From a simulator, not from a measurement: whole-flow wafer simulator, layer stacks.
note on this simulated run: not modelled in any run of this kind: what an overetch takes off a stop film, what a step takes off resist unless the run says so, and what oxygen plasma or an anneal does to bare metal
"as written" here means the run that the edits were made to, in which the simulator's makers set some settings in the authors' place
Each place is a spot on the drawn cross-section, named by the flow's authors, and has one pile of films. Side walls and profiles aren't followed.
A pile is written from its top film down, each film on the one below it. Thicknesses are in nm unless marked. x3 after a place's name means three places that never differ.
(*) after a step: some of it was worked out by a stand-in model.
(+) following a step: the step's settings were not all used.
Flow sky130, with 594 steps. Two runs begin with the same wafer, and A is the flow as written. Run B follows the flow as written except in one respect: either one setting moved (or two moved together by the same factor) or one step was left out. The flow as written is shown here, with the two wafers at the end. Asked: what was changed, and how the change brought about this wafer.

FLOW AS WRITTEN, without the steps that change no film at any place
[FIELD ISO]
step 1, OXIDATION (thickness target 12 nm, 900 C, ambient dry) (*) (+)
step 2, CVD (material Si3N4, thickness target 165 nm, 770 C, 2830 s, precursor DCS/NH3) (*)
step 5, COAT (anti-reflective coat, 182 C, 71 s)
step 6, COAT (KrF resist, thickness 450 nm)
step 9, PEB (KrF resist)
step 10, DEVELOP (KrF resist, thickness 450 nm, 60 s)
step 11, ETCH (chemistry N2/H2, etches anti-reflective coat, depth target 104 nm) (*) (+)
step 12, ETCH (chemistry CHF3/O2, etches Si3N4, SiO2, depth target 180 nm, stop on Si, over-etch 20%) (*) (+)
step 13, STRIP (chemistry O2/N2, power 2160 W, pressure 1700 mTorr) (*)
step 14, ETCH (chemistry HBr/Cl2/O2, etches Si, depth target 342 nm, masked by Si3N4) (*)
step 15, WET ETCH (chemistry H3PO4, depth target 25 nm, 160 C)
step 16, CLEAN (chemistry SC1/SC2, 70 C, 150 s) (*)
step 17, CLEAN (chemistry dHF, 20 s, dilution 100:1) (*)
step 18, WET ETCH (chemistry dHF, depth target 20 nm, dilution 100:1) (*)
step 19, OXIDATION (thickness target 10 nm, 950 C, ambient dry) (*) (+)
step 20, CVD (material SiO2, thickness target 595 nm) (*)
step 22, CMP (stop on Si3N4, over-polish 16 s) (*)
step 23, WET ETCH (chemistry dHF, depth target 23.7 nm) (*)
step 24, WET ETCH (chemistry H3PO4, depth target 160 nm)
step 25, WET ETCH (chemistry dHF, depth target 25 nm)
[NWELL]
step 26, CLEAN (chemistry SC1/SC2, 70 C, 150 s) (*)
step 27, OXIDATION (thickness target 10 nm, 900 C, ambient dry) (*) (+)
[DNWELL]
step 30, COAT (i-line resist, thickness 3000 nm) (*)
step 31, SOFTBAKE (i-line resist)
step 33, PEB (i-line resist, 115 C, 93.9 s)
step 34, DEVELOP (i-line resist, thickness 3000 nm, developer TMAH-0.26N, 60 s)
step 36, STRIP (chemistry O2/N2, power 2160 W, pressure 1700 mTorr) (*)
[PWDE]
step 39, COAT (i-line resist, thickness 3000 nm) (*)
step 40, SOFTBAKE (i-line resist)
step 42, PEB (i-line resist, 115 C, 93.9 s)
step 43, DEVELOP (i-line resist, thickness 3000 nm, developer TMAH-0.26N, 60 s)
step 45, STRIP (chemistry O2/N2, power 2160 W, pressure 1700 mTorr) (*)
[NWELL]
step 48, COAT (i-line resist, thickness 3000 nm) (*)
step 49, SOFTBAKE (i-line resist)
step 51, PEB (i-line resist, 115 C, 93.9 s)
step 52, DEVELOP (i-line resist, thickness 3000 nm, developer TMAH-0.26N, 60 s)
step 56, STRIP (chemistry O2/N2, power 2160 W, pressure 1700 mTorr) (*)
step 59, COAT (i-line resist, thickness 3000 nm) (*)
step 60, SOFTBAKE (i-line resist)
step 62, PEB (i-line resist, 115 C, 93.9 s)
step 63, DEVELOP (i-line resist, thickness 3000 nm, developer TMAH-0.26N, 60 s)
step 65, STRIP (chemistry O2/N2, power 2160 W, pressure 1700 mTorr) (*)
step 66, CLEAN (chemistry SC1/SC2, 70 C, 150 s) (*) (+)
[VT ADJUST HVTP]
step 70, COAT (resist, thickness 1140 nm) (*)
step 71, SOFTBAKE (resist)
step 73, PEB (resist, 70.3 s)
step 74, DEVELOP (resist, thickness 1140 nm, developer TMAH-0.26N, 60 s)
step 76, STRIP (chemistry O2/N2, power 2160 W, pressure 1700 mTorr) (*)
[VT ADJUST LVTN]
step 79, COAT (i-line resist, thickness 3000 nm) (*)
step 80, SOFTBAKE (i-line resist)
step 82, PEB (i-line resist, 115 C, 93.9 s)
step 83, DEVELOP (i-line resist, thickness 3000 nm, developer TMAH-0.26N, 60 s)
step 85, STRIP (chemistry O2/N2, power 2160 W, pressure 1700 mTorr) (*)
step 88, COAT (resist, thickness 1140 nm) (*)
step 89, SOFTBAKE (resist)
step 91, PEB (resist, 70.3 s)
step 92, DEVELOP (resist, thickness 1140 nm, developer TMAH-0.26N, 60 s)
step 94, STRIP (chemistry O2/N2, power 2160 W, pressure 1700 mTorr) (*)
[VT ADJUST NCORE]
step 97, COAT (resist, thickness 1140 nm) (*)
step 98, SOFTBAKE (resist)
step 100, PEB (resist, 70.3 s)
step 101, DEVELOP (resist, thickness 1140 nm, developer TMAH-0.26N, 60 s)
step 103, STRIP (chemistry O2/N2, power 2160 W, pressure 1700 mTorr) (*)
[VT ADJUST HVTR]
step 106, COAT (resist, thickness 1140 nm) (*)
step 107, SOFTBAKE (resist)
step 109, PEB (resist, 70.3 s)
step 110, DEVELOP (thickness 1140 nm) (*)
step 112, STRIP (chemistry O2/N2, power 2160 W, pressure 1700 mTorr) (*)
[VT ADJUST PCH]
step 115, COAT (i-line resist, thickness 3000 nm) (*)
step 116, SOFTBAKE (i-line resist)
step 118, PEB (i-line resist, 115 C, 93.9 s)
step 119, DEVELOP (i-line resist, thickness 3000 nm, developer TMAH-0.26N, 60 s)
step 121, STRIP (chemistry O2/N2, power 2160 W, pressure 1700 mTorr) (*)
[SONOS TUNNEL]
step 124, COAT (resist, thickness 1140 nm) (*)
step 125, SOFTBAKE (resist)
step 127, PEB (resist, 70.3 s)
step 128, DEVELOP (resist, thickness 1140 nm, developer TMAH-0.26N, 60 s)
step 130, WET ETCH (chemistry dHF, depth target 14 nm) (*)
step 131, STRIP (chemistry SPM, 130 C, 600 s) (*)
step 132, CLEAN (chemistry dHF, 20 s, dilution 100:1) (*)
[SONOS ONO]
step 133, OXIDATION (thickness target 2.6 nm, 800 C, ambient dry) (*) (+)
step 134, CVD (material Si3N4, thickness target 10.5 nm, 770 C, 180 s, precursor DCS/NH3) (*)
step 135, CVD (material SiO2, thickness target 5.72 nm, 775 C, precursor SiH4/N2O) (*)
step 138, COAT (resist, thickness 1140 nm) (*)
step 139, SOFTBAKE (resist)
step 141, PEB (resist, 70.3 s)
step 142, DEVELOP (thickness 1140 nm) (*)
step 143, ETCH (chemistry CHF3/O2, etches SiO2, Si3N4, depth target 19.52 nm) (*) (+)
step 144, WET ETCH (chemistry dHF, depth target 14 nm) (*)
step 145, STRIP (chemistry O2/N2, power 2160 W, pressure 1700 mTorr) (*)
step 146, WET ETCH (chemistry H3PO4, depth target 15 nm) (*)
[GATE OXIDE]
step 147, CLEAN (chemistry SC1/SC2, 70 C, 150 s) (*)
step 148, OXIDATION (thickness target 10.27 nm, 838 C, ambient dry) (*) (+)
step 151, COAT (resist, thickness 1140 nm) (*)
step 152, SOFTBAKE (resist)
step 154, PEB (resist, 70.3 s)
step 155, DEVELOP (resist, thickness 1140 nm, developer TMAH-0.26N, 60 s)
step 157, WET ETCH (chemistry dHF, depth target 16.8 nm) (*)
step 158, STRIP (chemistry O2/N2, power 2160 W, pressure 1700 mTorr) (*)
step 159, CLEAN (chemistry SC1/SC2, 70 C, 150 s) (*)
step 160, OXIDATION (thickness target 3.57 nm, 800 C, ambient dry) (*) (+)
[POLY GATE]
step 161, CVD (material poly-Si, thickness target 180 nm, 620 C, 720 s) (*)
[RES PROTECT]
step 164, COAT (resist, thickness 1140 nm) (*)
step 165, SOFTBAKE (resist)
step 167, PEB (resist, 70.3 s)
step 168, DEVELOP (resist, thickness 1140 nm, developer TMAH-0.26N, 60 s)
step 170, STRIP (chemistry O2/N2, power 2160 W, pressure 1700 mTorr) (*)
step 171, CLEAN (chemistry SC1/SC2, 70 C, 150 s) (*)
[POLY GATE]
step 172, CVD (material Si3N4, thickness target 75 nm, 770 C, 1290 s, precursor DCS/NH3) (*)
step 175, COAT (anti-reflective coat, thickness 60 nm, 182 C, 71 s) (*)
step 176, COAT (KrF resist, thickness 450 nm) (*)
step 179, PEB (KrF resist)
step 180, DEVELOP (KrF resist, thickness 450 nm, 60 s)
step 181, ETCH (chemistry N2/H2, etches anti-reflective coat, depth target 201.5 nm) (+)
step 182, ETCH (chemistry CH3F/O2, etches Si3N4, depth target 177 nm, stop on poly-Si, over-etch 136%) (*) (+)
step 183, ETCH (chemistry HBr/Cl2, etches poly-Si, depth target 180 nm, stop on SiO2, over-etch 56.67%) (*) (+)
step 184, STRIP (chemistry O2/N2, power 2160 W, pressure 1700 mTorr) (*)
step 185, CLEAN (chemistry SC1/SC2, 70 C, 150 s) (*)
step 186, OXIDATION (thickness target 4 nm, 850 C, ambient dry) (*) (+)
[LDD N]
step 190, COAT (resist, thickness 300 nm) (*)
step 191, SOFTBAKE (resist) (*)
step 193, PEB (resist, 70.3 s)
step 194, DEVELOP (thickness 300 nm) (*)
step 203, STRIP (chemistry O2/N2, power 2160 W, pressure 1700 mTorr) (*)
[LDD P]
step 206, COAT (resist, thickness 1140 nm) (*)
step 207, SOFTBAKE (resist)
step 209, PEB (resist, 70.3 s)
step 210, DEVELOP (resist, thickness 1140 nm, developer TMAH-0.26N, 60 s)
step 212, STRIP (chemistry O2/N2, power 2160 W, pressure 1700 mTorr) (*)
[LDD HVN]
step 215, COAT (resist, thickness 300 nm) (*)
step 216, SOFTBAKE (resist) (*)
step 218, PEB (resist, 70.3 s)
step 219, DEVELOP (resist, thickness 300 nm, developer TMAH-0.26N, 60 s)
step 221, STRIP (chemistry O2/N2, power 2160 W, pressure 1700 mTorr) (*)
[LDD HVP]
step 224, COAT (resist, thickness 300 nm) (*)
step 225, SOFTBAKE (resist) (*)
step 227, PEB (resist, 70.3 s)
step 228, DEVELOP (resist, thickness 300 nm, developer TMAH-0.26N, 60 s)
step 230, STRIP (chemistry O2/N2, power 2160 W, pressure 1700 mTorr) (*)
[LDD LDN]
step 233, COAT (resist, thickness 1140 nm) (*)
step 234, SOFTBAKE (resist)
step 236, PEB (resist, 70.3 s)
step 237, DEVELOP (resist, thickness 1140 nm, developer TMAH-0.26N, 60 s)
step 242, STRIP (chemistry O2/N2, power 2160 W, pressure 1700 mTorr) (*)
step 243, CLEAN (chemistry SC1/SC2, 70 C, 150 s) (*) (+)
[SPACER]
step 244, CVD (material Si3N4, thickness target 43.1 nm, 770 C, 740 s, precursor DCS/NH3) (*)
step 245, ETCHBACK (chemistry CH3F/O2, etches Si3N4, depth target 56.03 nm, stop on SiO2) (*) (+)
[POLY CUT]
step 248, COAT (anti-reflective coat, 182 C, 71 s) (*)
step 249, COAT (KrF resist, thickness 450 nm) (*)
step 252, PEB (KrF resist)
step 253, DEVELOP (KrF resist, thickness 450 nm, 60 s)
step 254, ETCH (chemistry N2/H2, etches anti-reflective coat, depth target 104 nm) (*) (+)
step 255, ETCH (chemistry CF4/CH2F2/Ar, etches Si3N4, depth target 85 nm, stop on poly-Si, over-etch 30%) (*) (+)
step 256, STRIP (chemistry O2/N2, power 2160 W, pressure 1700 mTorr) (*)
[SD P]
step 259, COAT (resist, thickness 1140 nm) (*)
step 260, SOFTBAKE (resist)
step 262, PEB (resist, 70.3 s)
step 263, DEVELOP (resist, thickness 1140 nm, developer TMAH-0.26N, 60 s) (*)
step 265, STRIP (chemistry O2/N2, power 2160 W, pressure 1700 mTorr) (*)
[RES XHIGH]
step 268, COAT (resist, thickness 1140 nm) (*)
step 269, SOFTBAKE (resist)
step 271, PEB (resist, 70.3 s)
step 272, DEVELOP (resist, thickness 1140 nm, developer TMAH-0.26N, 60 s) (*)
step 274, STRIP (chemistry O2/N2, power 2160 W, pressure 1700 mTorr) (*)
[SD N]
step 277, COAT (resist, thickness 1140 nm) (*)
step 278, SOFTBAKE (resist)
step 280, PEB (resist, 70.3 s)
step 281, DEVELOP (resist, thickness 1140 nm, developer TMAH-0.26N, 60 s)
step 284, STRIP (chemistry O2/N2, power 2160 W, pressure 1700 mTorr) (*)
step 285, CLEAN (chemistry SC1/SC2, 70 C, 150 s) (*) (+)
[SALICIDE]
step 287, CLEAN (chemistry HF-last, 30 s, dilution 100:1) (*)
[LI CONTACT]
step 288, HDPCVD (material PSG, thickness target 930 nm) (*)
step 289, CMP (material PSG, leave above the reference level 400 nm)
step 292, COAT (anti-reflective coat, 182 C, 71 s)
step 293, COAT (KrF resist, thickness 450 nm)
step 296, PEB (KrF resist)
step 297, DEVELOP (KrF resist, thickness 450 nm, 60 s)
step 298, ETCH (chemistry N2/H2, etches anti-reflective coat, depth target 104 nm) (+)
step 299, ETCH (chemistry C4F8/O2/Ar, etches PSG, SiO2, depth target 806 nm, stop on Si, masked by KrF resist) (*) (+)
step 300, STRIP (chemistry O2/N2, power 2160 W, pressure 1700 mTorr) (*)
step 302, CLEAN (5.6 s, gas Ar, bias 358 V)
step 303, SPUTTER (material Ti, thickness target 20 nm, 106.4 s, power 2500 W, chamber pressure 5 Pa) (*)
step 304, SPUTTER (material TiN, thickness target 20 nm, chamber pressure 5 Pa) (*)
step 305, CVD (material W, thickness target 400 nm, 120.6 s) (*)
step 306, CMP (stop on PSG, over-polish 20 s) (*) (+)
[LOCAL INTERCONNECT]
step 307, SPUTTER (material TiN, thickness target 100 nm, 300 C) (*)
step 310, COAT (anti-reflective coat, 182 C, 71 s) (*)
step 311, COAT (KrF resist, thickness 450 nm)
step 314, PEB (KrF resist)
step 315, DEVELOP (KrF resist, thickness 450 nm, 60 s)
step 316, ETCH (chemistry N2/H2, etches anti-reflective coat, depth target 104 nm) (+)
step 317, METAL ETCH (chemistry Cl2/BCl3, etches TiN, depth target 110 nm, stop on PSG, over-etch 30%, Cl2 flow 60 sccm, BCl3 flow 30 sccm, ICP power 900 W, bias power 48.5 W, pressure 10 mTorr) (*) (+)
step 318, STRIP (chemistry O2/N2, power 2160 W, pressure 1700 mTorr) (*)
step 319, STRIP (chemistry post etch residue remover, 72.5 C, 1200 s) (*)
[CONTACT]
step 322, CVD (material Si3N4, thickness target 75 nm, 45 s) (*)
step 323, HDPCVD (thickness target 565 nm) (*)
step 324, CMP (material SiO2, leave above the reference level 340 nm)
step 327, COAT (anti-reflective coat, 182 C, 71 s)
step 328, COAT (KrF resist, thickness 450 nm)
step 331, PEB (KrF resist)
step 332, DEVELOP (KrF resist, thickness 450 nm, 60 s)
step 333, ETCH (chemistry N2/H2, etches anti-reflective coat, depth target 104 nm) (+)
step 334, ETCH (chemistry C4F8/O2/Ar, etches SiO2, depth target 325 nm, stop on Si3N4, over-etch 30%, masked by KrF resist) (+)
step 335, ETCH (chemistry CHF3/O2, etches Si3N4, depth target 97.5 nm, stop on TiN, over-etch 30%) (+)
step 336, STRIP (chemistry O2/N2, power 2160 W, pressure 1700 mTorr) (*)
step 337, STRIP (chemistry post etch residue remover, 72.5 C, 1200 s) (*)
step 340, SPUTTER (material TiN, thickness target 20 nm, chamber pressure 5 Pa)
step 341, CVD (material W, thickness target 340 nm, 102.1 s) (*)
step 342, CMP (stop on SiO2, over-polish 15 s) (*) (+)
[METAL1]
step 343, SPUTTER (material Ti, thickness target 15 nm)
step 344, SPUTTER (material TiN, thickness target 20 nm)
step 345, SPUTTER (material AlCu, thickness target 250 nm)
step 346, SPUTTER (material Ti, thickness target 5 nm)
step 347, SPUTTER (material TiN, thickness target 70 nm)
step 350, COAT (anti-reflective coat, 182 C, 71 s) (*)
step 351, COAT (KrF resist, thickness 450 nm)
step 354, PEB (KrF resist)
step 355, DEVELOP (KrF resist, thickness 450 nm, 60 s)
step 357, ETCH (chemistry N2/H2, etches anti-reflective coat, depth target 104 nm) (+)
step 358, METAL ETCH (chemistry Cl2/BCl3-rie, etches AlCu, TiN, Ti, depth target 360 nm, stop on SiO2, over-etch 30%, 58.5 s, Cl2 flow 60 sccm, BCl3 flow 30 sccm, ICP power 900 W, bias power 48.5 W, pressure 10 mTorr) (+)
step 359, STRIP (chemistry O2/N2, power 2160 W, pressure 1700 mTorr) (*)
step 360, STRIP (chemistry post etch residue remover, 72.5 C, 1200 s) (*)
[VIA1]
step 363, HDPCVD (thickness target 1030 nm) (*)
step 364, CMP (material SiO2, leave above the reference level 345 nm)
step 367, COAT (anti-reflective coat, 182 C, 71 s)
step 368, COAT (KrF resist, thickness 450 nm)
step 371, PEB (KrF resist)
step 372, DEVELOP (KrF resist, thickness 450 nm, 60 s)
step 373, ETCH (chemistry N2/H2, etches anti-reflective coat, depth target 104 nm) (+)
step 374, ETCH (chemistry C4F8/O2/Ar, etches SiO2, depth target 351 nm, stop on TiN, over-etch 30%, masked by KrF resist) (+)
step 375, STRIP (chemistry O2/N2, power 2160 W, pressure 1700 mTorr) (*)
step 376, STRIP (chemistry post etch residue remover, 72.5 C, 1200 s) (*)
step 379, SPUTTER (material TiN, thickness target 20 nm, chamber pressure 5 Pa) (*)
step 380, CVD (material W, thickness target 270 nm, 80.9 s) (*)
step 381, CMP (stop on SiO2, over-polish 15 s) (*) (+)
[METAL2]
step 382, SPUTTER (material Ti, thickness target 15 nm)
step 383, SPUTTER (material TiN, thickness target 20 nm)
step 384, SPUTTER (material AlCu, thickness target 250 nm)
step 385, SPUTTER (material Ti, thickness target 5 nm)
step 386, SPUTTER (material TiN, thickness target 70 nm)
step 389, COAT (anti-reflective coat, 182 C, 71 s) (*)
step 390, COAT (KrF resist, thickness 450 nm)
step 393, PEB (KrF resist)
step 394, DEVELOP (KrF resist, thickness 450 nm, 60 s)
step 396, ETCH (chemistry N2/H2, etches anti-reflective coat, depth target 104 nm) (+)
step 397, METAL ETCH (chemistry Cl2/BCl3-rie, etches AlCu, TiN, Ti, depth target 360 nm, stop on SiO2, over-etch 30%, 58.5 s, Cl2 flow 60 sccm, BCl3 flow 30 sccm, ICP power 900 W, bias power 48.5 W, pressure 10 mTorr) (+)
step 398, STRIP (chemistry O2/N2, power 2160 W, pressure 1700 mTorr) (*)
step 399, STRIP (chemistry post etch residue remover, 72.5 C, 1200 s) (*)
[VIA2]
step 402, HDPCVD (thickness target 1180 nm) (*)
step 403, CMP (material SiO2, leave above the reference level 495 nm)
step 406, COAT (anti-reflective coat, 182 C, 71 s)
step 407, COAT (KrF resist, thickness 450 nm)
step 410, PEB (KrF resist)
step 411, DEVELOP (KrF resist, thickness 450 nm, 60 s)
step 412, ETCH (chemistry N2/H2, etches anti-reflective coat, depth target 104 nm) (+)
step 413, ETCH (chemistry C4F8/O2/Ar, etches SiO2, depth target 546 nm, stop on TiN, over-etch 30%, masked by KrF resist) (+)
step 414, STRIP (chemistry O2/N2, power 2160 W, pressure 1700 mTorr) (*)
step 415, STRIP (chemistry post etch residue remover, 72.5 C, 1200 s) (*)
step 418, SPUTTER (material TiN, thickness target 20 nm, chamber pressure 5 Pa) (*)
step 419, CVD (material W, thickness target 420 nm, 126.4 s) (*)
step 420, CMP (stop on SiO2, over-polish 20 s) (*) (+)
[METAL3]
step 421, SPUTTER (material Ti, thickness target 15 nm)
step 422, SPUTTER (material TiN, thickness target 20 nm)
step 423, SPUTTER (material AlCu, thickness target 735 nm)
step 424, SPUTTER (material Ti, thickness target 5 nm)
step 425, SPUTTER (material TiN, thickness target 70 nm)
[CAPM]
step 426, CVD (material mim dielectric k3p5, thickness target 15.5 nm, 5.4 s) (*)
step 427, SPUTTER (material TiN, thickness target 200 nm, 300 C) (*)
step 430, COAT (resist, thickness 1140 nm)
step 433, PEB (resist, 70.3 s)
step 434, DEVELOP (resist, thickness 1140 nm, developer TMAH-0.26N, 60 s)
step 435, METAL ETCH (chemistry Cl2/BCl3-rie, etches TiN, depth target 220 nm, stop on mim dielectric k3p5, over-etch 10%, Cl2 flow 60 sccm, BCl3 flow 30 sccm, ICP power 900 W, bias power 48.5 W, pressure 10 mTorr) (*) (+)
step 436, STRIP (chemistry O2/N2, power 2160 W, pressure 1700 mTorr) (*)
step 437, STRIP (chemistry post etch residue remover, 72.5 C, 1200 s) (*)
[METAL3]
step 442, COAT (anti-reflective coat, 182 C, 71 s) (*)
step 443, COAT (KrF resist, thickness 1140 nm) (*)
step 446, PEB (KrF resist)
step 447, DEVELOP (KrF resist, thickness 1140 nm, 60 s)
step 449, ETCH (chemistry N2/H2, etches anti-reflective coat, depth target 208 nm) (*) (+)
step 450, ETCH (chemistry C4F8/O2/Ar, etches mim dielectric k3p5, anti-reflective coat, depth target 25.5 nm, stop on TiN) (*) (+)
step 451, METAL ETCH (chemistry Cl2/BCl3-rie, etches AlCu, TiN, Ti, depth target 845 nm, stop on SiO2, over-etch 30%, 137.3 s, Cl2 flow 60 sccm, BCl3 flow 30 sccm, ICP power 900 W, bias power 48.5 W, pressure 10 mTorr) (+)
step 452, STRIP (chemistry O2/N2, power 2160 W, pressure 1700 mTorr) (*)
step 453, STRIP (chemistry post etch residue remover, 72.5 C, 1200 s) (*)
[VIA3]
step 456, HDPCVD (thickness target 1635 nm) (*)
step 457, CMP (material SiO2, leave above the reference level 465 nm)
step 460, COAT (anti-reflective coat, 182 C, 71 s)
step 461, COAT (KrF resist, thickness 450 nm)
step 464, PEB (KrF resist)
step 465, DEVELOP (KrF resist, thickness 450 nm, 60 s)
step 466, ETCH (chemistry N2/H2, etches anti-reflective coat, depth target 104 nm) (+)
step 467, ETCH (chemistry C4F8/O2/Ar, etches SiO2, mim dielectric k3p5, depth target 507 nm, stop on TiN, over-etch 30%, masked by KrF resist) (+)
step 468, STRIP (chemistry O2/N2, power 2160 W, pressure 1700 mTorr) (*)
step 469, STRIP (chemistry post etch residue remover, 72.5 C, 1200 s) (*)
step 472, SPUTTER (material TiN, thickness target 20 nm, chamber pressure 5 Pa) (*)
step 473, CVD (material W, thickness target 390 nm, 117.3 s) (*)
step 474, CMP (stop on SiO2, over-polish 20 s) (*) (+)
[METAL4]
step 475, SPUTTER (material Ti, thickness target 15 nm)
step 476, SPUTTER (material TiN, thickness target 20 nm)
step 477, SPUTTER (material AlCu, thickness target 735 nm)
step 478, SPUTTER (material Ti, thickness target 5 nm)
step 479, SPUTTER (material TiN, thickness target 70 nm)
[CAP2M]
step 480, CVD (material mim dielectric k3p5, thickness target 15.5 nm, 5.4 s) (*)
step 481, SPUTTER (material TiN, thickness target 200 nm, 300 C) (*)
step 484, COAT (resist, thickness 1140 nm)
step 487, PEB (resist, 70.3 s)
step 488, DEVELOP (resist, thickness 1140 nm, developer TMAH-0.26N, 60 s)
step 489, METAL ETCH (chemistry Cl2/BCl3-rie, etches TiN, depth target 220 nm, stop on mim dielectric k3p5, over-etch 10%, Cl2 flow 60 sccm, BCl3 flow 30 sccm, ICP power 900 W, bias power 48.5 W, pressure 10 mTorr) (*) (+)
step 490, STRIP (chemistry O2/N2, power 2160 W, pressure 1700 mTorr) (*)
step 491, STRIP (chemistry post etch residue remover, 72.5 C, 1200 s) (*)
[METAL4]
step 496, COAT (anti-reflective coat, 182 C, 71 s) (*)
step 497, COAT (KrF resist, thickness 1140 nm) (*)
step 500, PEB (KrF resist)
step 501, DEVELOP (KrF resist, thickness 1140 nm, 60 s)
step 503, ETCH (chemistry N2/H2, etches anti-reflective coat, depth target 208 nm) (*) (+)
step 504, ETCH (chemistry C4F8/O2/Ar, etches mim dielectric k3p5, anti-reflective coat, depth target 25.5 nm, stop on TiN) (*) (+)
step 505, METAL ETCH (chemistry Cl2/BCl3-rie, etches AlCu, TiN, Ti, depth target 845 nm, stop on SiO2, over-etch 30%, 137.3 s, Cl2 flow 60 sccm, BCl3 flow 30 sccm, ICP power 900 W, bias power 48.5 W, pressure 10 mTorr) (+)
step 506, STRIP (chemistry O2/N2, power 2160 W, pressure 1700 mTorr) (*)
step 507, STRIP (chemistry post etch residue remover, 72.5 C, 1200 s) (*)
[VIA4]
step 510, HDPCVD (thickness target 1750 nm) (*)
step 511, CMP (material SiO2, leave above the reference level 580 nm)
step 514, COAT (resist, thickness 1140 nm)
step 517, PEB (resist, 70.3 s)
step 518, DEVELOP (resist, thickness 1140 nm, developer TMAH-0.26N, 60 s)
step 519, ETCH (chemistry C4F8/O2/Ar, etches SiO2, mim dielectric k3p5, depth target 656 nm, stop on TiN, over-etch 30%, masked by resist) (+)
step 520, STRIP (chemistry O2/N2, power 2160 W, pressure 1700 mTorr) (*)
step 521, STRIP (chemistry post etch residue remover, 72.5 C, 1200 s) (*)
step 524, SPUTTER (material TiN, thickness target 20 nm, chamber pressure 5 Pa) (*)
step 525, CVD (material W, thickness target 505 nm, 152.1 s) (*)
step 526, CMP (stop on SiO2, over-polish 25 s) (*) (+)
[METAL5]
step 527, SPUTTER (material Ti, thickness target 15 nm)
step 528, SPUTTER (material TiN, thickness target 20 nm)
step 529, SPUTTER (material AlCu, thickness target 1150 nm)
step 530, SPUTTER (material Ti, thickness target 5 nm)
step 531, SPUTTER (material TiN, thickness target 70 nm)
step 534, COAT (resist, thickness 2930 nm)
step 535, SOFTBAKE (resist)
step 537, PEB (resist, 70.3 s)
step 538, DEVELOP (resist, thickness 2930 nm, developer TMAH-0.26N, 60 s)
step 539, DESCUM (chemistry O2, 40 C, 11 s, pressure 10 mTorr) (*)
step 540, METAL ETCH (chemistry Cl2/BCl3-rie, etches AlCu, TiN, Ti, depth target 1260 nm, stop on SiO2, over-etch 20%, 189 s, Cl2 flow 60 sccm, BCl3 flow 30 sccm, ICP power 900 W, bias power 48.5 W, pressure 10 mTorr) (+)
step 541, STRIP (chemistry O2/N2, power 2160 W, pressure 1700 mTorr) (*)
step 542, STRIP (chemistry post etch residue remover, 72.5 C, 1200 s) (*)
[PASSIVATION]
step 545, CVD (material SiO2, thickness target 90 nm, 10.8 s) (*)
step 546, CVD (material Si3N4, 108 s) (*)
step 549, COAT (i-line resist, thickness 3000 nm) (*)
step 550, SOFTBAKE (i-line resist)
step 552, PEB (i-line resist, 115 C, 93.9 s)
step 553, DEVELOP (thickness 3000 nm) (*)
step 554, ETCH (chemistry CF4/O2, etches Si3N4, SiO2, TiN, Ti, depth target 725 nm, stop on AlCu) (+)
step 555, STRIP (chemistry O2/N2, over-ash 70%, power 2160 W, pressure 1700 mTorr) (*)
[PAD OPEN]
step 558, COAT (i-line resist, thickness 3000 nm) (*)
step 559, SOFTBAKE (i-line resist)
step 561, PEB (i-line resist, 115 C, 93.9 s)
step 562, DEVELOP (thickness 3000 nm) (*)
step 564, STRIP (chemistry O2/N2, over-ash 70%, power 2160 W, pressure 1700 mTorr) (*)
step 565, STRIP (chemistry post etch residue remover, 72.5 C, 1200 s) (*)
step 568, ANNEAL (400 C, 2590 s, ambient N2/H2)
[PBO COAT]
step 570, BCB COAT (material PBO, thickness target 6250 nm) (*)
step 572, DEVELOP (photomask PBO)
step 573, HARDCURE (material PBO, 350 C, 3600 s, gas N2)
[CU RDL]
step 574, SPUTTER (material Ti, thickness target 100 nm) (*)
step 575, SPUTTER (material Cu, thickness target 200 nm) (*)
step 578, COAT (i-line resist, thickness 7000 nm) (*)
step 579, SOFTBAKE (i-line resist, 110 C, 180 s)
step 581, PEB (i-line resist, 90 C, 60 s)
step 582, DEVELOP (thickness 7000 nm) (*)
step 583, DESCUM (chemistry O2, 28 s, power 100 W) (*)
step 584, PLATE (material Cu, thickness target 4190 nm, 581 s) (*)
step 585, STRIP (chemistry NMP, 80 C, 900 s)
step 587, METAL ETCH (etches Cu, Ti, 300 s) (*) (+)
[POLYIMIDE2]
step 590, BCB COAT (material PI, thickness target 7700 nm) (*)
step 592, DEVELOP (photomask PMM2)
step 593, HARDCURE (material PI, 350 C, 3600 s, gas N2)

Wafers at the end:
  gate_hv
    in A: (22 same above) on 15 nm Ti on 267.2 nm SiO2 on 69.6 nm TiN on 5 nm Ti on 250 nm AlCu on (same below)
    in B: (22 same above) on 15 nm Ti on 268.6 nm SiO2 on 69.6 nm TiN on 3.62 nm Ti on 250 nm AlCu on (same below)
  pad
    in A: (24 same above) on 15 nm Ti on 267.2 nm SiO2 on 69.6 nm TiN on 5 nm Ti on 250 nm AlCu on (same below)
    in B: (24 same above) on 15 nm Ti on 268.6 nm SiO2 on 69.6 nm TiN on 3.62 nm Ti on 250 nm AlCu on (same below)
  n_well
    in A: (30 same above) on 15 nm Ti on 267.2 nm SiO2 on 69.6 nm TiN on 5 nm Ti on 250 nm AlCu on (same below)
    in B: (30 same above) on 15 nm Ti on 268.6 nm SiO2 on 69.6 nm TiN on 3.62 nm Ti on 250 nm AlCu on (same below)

The reason: step 346, SPUTTER: thickness target 3.62 nm was run, while the flow as written has thickness target 5 nm.
One can read it off the wafer: gate_hv has Ti 3.62, and step 346 as written asks for 5 nm.

Step by step, how the change led to this:
  step 346, SPUTTER (material Ti, thickness target 5 nm)
      field, active, n_well and 188 more: A Ti gains 5 (new film) | B Ti gains 3.62 (new film)
  step 358, METAL ETCH (chemistry Cl2/BCl3-rie, etches AlCu, TiN, Ti, depth target 360 nm, stop on SiO2, over-etch 30%, 58.5 s, Cl2 flow 60 sccm, BCl3 flow 30 sccm, ICP power 900 W, bias power 48.5 W, pressure 10 mTorr) (+)
      field, active, gate and 81 more: A TiN loses 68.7 (all of it), Ti loses 5 (all of it), AlCu loses 250 (all of it), TiN loses 20 (all of it), Ti loses 15 (all of it), SiO2 loses 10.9 | B TiN loses 68.7 (all of it), Ti loses 3.62 (all of it), AlCu loses 250 (all of it), TiN loses 20 (all of it), Ti loses 15 (all of it), SiO2 loses 11.1
